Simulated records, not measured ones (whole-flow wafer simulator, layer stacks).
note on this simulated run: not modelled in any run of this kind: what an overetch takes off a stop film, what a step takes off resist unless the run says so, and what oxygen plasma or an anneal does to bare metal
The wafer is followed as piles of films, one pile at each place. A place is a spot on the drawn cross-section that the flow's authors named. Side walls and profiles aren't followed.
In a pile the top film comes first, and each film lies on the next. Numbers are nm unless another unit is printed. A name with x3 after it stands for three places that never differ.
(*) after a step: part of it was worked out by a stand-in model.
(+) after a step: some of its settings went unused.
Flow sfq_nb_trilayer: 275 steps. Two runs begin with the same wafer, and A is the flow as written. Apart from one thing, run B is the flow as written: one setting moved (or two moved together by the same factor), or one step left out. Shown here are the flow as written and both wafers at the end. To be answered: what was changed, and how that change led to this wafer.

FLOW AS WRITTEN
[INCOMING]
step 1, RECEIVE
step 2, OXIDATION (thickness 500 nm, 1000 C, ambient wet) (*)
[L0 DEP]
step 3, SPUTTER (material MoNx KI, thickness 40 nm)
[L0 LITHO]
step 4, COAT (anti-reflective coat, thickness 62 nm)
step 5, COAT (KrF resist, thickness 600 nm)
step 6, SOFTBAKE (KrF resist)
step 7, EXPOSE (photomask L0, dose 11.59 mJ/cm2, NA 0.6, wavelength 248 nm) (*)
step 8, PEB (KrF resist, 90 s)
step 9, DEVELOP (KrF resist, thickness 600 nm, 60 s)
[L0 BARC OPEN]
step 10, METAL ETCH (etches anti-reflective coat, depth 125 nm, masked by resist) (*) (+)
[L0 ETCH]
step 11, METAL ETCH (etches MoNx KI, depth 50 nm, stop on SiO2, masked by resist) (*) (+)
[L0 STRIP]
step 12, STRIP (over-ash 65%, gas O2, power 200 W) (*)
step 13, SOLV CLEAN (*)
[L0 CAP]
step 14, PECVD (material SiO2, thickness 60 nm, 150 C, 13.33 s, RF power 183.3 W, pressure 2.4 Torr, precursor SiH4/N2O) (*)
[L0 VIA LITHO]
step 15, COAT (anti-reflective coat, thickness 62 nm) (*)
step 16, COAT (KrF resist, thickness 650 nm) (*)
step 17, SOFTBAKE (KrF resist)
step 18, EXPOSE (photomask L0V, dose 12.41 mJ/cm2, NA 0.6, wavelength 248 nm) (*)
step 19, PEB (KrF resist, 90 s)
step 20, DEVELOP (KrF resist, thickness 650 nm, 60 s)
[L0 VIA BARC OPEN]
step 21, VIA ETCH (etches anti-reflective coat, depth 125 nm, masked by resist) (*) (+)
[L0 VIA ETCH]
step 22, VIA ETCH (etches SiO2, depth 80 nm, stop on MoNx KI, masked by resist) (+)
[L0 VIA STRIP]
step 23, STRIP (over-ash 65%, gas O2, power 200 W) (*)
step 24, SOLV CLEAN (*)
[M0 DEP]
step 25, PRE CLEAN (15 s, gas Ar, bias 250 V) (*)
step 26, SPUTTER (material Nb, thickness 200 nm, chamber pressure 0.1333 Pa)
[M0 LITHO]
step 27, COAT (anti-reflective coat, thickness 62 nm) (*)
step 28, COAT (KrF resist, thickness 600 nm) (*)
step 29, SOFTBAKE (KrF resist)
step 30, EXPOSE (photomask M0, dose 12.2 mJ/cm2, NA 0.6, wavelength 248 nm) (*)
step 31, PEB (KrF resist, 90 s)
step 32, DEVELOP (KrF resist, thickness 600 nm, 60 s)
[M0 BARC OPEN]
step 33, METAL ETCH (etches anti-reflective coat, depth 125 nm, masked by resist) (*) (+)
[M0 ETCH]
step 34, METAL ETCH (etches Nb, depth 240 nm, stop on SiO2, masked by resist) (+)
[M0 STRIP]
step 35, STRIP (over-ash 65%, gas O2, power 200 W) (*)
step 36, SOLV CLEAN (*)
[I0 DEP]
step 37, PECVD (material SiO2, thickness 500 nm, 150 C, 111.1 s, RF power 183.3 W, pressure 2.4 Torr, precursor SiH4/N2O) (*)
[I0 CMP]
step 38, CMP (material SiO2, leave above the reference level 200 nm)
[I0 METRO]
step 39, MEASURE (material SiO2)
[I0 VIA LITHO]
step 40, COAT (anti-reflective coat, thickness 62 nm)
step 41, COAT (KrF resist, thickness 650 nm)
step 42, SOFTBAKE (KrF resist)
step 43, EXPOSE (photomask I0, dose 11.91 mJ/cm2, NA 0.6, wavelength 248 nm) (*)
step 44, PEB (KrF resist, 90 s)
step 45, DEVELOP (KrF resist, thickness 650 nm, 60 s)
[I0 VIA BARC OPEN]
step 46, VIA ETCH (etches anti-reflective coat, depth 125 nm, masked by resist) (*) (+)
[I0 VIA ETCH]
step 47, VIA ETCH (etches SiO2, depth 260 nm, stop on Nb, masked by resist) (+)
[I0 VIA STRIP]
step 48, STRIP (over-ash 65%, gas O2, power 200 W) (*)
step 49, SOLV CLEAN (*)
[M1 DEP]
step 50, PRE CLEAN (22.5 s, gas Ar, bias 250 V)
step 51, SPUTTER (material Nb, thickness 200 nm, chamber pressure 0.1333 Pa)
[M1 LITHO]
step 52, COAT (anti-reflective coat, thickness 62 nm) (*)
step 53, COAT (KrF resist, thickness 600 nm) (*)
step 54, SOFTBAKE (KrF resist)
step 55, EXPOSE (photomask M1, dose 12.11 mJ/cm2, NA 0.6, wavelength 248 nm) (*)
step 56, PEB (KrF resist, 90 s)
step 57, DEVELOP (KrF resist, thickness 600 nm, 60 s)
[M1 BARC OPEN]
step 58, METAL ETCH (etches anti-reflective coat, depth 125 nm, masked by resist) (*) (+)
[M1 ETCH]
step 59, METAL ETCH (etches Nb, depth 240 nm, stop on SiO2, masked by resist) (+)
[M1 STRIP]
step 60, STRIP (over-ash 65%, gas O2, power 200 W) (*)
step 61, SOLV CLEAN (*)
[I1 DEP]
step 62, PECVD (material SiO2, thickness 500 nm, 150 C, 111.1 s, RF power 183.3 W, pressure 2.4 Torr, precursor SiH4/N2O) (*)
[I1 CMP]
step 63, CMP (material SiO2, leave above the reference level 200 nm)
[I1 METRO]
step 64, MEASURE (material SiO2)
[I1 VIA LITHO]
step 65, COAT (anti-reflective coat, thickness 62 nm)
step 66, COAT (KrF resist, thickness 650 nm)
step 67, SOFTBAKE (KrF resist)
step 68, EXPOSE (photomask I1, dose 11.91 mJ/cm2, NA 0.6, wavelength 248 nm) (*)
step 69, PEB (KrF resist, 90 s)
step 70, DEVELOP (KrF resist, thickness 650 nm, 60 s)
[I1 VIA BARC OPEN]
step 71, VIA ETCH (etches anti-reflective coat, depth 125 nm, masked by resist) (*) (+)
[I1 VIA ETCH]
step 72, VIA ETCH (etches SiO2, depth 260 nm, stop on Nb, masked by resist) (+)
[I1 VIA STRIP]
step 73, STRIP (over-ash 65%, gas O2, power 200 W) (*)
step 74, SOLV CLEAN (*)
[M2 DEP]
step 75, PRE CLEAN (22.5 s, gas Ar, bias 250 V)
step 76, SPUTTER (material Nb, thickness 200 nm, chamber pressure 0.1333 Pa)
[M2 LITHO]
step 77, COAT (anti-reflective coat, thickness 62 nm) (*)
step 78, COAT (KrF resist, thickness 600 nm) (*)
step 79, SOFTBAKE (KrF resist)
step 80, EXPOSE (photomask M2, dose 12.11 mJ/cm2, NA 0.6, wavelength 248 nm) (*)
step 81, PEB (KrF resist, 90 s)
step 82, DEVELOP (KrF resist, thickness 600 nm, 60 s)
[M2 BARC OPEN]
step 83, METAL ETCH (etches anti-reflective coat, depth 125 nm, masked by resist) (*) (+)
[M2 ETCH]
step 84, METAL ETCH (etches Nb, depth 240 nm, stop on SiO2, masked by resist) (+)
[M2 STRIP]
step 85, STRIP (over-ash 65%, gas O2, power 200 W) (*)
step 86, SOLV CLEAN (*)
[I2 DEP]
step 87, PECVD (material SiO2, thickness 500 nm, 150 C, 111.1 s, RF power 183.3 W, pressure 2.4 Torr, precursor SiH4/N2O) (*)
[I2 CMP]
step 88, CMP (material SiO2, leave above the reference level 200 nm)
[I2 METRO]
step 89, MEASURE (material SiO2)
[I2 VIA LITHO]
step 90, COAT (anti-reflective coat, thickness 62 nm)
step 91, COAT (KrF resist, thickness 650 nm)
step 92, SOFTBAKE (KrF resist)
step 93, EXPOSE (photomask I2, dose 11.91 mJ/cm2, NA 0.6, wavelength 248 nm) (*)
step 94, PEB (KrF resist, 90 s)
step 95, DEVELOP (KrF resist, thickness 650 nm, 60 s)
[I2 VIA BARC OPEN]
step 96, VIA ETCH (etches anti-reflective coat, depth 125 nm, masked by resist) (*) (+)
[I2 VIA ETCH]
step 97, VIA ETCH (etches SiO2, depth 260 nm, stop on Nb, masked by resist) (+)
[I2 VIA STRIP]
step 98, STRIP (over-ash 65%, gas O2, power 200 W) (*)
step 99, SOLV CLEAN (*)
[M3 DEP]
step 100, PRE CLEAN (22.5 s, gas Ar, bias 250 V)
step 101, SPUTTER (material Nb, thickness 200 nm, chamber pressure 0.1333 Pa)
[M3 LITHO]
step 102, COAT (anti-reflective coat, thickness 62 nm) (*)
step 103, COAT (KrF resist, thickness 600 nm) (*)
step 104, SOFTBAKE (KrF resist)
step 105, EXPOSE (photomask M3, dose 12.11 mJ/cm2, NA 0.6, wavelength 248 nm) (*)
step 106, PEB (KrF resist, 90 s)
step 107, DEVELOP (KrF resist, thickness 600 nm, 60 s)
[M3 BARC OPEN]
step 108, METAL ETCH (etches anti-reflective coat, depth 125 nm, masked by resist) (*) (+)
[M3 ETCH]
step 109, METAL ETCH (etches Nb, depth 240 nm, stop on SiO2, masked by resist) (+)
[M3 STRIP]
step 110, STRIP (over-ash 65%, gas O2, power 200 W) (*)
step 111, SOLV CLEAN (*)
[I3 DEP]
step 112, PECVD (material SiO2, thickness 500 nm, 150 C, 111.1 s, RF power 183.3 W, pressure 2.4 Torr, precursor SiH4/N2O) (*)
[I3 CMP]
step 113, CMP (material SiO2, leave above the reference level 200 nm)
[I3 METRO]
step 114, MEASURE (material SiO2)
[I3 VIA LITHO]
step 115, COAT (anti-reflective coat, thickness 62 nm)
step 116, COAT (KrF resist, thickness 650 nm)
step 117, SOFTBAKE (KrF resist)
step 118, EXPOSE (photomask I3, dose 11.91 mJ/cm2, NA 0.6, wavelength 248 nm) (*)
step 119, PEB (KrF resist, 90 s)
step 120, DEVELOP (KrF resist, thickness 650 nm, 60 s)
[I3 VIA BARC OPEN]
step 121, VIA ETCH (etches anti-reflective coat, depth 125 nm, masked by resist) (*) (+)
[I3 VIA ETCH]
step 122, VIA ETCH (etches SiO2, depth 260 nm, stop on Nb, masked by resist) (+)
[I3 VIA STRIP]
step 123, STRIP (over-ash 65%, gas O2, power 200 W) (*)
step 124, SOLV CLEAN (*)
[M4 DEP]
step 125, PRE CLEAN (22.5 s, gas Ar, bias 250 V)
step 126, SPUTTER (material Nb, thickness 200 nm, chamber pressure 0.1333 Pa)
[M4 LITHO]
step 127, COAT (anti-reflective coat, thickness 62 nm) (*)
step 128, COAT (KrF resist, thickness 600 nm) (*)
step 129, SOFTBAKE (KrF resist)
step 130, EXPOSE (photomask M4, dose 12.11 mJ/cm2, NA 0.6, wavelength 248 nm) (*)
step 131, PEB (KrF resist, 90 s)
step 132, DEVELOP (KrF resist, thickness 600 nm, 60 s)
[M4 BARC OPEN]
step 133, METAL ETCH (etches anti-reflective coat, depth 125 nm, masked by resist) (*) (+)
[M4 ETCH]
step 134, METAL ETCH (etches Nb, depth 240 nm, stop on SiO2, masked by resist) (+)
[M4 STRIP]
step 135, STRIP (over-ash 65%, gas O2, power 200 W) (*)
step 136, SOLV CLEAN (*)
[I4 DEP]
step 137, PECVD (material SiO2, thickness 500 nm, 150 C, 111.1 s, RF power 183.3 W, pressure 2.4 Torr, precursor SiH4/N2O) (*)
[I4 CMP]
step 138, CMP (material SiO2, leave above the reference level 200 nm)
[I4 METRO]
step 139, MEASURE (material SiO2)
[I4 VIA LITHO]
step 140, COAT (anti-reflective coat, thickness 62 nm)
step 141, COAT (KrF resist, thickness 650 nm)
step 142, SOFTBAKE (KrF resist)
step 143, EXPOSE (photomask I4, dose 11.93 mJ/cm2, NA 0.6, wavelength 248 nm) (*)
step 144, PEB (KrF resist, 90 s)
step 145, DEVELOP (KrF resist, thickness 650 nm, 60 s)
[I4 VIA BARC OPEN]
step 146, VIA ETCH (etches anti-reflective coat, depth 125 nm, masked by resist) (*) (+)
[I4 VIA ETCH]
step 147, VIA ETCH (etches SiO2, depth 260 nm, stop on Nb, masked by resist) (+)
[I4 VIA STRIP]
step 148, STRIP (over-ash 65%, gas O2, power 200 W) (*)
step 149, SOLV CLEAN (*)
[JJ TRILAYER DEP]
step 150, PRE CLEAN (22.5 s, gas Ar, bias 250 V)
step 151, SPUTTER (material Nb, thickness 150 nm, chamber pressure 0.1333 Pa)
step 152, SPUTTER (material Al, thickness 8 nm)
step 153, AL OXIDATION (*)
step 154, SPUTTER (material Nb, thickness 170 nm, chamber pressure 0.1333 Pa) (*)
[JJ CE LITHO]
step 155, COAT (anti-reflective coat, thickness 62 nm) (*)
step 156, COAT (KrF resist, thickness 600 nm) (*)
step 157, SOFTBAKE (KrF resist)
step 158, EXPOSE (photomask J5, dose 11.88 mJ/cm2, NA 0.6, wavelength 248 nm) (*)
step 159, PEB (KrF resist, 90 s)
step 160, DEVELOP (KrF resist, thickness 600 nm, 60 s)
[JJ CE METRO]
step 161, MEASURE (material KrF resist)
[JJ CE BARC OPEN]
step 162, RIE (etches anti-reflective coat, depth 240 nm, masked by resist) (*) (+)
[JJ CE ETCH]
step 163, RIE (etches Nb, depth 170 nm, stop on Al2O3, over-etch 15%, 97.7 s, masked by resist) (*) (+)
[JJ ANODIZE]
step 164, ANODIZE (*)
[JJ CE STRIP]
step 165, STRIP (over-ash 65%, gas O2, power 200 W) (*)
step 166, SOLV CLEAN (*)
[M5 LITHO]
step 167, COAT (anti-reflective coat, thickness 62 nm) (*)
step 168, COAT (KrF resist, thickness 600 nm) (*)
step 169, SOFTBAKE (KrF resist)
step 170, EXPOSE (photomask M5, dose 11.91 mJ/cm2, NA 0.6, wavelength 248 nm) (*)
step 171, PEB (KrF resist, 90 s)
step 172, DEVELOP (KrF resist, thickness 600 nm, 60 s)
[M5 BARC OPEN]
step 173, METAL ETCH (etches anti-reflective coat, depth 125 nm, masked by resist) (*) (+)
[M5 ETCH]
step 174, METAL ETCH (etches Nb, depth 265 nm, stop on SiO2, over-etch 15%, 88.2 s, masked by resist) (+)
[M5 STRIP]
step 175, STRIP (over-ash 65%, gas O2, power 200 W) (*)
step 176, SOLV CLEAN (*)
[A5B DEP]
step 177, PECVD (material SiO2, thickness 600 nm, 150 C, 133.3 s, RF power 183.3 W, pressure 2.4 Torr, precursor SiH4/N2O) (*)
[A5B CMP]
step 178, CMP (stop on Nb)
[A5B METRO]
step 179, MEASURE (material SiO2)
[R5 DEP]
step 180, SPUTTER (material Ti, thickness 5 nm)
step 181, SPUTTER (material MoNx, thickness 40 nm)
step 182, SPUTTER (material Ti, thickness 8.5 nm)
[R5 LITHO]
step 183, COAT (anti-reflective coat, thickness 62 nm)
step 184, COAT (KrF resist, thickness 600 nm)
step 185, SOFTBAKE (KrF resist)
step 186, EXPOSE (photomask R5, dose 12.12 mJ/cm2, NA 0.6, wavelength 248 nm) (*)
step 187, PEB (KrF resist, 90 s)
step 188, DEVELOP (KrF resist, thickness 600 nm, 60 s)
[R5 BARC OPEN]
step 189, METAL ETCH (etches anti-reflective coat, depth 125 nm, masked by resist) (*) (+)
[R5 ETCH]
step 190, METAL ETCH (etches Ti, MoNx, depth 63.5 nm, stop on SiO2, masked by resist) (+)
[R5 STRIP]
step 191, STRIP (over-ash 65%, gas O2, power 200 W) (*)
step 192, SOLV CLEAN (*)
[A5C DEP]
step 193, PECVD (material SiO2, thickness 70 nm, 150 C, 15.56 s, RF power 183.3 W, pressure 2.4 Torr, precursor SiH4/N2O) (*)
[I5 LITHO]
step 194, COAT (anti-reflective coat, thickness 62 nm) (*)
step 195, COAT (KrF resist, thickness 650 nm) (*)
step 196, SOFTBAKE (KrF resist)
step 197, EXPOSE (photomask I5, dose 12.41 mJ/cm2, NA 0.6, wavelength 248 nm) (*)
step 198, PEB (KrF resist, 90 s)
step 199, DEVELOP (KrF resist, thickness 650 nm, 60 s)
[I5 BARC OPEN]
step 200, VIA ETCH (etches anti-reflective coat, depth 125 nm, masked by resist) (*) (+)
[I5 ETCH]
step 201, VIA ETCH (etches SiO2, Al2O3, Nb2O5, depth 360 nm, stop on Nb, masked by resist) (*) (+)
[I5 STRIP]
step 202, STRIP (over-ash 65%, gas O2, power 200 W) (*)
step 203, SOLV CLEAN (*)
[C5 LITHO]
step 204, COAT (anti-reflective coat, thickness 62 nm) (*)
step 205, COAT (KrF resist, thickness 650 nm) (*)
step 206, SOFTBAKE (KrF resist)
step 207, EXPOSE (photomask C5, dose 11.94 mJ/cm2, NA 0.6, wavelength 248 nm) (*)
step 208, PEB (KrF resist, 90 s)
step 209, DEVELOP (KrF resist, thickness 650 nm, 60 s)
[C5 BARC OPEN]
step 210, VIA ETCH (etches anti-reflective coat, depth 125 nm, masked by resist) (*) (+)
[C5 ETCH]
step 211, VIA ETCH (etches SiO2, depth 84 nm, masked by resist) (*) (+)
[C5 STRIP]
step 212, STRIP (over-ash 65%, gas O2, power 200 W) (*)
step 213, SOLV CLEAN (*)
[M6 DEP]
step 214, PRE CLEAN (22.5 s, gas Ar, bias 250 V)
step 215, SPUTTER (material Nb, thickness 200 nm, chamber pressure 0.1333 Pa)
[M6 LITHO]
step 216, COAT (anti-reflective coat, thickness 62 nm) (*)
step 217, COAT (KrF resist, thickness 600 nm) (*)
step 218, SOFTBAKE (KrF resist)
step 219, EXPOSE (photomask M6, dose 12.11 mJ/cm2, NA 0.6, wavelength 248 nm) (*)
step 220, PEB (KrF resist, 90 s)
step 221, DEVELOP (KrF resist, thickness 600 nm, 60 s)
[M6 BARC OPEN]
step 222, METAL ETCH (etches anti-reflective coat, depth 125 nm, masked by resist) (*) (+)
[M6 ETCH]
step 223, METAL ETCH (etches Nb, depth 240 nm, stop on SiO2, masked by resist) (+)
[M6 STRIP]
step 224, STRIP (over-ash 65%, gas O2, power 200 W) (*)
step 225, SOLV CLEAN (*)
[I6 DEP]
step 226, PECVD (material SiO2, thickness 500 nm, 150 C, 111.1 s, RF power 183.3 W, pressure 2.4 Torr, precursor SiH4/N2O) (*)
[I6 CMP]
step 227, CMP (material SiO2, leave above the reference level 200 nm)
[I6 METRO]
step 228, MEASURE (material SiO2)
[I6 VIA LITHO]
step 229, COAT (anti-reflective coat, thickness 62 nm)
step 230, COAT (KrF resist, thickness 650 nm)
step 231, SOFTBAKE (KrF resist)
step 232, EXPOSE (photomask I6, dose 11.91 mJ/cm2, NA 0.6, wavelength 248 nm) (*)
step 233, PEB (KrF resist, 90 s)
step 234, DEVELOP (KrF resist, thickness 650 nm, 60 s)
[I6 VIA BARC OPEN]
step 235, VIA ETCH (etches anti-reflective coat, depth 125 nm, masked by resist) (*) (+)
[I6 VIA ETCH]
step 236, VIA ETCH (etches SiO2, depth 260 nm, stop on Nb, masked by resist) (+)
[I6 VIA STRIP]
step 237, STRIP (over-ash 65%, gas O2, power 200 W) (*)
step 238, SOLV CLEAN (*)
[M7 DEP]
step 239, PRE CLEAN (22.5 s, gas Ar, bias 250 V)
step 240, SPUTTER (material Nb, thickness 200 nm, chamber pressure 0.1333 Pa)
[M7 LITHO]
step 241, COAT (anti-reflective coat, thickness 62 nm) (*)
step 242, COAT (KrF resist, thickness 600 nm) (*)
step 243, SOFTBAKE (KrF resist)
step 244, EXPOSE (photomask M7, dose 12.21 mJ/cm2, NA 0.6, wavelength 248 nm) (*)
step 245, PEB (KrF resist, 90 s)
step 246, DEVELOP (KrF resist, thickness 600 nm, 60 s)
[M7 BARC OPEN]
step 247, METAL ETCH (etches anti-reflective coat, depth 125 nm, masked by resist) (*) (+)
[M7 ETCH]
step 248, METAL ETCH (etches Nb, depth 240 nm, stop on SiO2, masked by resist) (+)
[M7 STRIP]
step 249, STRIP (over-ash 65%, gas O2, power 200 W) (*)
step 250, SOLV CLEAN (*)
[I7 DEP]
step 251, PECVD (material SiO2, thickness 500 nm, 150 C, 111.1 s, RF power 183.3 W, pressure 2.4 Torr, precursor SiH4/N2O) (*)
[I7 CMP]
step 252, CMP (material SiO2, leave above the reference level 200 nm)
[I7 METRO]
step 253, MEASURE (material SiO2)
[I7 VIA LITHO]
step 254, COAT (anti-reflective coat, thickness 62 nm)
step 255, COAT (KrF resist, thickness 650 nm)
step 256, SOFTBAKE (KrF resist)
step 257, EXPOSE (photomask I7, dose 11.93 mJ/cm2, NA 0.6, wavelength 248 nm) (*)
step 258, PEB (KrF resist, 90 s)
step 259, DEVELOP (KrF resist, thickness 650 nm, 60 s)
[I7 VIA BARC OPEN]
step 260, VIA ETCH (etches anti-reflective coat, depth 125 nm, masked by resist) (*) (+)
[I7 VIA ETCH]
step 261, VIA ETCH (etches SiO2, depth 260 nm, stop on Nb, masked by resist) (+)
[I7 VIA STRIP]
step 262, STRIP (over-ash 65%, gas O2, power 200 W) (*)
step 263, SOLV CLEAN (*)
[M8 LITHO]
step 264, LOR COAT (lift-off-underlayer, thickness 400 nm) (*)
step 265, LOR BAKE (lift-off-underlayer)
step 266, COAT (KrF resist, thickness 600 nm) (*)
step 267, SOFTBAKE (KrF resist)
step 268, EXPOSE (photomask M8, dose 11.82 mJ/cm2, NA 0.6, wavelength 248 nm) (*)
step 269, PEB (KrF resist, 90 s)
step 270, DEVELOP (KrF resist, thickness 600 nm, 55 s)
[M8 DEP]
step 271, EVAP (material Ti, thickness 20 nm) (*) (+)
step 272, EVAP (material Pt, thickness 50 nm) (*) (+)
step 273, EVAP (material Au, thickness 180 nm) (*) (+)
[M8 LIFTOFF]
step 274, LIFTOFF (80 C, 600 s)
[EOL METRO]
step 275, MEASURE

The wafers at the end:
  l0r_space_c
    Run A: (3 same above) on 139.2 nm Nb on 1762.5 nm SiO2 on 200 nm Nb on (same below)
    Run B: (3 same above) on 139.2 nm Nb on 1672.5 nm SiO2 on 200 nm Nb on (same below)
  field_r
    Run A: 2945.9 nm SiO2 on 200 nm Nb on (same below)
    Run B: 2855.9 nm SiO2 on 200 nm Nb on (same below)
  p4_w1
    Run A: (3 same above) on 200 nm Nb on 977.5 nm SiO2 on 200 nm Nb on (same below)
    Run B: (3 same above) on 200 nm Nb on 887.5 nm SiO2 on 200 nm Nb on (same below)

What caused this: step 51, SPUTTER: thickness 110 nm was run, while the flow as written has thickness 200 nm.

Step by step, how the change led to this:
  step 51, SPUTTER (material Nb, thickness 200 nm, chamber pressure 0.1333 Pa)
      field_l, v_sur, via_wl and 102 more: A +200 Nb (new film) | B +110 Nb (new film)
      via_w: A +174.5 Nb | B +96.8 Nb
  step 52, COAT (anti-reflective coat, thickness 62 nm) (*)
      via_wl: A +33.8 anti-reflective coat (new film) | B +33.1 anti-reflective coat (new film)
      via_w: A +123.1 anti-reflective coat (new film) | B +119.2 anti-reflective coat (new film)
      (as well as at 1 more place)
  step 59, METAL ETCH (etches Nb, depth 240 nm, stop on SiO2, masked by resist) (+)
      field_l, be, be_sur and 79 more: A -200 Nb (all of it) | B -110 Nb (all of it)
      v_sur, via_wl, via_w and 21 more: A -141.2 KrF resist | B -97.1 KrF resist
  step 60, STRIP (over-ash 65%, gas O2, power 200 W) (*)
      wl_j_sl, wl_jj, wl_j_sr and 13 more: A -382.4 KrF resist (all of it), -62 anti-reflective coat (all of it) | B -426.5 KrF resist (all of it), -62 anti-reflective coat (all of it)
      v_sur: A -365.9 KrF resist (all of it), -61.1 anti-reflective coat (all of it) | B -410.7 KrF resist (all of it), -60.9 anti-reflective coat (all of it)
      (as well as at 7 more places)
  step 62, PECVD (material SiO2, thickness 500 nm, 150 C, 111.1 s, RF power 183.3 W, pressure 2.4 Torr, precursor SiH4/N2O) (*)
      wl_d_sl, wl_d_sr: A +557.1 SiO2 | B +500 SiO2
      via_w: A +606 SiO2 (new film) | B +584.3 SiO2 (new film)
  step 63, CMP (material SiO2, leave above the reference level 200 nm)
      field_l, be, be_sur and 72 more: A -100 SiO2 | B -190 SiO2
      lsp_m, ln_m6, lsp_r, l0_sur, l0v: A -94.9 SiO2 | B -190 SiO2
      (as well as at 3 more places)
